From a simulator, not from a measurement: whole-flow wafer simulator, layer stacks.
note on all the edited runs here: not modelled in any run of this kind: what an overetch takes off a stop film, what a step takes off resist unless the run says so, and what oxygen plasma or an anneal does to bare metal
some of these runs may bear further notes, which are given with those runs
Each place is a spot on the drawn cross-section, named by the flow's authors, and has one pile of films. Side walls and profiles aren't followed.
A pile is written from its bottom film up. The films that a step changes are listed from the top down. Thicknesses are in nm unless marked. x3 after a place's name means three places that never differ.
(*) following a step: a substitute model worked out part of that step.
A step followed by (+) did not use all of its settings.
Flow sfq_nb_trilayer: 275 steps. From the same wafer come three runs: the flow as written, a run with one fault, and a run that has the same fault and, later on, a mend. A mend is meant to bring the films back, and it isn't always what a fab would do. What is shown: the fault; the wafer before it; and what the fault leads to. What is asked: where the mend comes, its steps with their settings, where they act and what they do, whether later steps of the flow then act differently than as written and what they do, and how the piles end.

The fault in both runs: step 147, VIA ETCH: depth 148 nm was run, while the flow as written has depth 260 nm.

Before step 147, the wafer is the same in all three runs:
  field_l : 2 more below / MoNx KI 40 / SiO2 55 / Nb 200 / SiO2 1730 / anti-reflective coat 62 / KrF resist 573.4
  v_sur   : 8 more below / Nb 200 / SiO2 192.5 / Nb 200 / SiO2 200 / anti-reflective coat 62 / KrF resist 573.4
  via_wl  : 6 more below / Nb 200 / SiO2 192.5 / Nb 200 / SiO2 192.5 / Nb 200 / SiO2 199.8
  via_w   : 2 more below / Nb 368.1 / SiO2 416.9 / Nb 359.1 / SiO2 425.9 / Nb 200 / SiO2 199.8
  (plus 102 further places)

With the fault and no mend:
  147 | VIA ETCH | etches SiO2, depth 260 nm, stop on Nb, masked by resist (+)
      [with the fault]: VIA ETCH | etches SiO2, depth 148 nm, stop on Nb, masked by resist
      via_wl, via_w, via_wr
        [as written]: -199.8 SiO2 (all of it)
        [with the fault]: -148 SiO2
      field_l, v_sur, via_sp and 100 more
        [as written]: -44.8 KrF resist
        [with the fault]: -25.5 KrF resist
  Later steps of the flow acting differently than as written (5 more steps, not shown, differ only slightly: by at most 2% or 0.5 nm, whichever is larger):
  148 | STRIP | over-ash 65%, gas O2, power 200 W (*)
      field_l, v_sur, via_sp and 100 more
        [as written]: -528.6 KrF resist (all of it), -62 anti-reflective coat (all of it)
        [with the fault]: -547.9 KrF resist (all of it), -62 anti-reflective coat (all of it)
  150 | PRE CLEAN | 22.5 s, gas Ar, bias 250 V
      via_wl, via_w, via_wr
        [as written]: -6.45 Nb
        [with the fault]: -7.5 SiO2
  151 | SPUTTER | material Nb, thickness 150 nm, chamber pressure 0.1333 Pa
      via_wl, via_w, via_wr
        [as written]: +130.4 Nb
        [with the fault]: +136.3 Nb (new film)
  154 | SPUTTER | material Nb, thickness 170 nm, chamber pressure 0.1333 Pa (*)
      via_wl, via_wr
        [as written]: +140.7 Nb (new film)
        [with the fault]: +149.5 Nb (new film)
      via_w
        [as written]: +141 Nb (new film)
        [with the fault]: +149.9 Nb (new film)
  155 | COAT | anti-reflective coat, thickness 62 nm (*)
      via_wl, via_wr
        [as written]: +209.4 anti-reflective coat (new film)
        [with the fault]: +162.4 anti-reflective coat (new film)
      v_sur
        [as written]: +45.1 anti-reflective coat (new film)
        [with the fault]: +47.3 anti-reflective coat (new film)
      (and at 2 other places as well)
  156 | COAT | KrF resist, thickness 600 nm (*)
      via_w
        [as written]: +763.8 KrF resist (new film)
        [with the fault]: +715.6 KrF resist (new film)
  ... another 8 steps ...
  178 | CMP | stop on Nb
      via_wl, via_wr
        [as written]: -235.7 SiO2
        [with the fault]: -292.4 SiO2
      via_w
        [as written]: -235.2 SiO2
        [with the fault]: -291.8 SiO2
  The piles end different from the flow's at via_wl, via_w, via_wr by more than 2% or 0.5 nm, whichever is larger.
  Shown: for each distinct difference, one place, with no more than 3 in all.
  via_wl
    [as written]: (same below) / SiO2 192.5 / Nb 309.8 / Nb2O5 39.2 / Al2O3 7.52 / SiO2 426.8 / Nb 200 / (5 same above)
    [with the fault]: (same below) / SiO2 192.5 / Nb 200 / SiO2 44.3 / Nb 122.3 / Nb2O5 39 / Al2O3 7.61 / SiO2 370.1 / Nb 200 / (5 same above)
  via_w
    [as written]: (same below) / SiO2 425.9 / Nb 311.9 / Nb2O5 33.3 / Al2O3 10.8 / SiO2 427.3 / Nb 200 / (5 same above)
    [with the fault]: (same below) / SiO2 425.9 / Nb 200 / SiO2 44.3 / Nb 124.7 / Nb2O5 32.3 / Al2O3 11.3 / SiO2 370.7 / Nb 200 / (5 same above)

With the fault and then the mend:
  The mend stands after step 148.
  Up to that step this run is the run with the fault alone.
  148a | COAT | anti-reflective coat, thickness 62 nm (*) (a further turn of the flow's step 140)
      p4_fl x3, p4_w1 x9, p4_g1 x2 and 63 more
        +62 anti-reflective coat (new film)
      ce_r, sp_r, be_r, r_sur, res, r_end, moat, field_r
        +61.7 anti-reflective coat (new film)
      lsp_l, ln_m5, lsp_m, ln_m6, lsp_r, l0_sur, l0v
        +61.8 anti-reflective coat (new film)
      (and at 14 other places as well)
  148b | COAT | KrF resist, thickness 650 nm (*) (a further turn of the flow's step 141)
      p4_fl x3, p4_w1 x9, p4_g1 x2 and 63 more
        +650 KrF resist (new film)
      field_r, lsp_l, ln_m5, lsp_m, ln_m6, lsp_r, l0_sur
        +649.5 KrF resist (new film)
      res, r_end, moat, l0v
        +649.4 KrF resist (new film)
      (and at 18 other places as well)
  148c | SOFTBAKE | KrF resist (a further turn of the flow's step 142)
      does not change any film at any place that is followed
  148d | EXPOSE | photomask I4, dose 11.93 mJ/cm2, NA 0.6, wavelength 248 nm (*) (a further turn of the flow's step 143)
      does not change any film at any place that is followed
  148e | PEB | KrF resist, 90 s (a further turn of the flow's step 144)
      jj_sur, ce_l, c5j and 92 more
        -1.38 KrF resist
      v_sur, via_v, wire, be, be_sur, gap
        -1.37 KrF resist
      field_l, via_sp
        -1.36 KrF resist
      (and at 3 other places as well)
  148f | DEVELOP | KrF resist, thickness 650 nm, 60 s (a further turn of the flow's step 145)
      field_l, v_sur, via_sp and 100 more
        -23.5 KrF resist
      via_wl
        -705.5 KrF resist (all of it)
      via_w
        -746.7 KrF resist (all of it)
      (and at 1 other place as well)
  148g | VIA ETCH | etches anti-reflective coat, depth 125 nm, masked by resist (+) (a further turn of the flow's step 146)
      field_l, v_sur, via_sp and 100 more
        -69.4 KrF resist
      via_wl, via_wr
        -125 anti-reflective coat
      via_w
        -81.3 anti-reflective coat (all of it), -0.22 SiO2
  148h | VIA ETCH | etches SiO2, depth 112 nm, stop on Nb, masked by resist (*) (+) (a further turn of the flow's step 147, with different settings)
      field_l, v_sur, via_sp and 100 more
        -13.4 KrF resist
      via_wl, via_wr
        -2.3 anti-reflective coat (all of it), -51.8 SiO2 (all of it)
      via_w
        -51.6 SiO2 (all of it)
  148i | STRIP | over-ash 65%, gas O2, power 200 W (*) (a further turn of the flow's step 148)
      p4_fl x3, p4_w1 x9, p4_g1 x2 and 63 more
        -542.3 KrF resist (all of it), -62 anti-reflective coat (all of it)
      lsp_l, ln_m5, lsp_r, l0_sur
        -541.7 KrF resist (all of it), -61.8 anti-reflective coat (all of it)
      ce_r, sp_r, be_r
        -541.5 KrF resist (all of it), -61.7 anti-reflective coat (all of it)
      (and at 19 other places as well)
  Every later step of the flow that is run acts as written, at every place that is followed, to within 2% or 0.5 nm, whichever is larger.
  At every place that both follow, the piles at the end match the flow's.
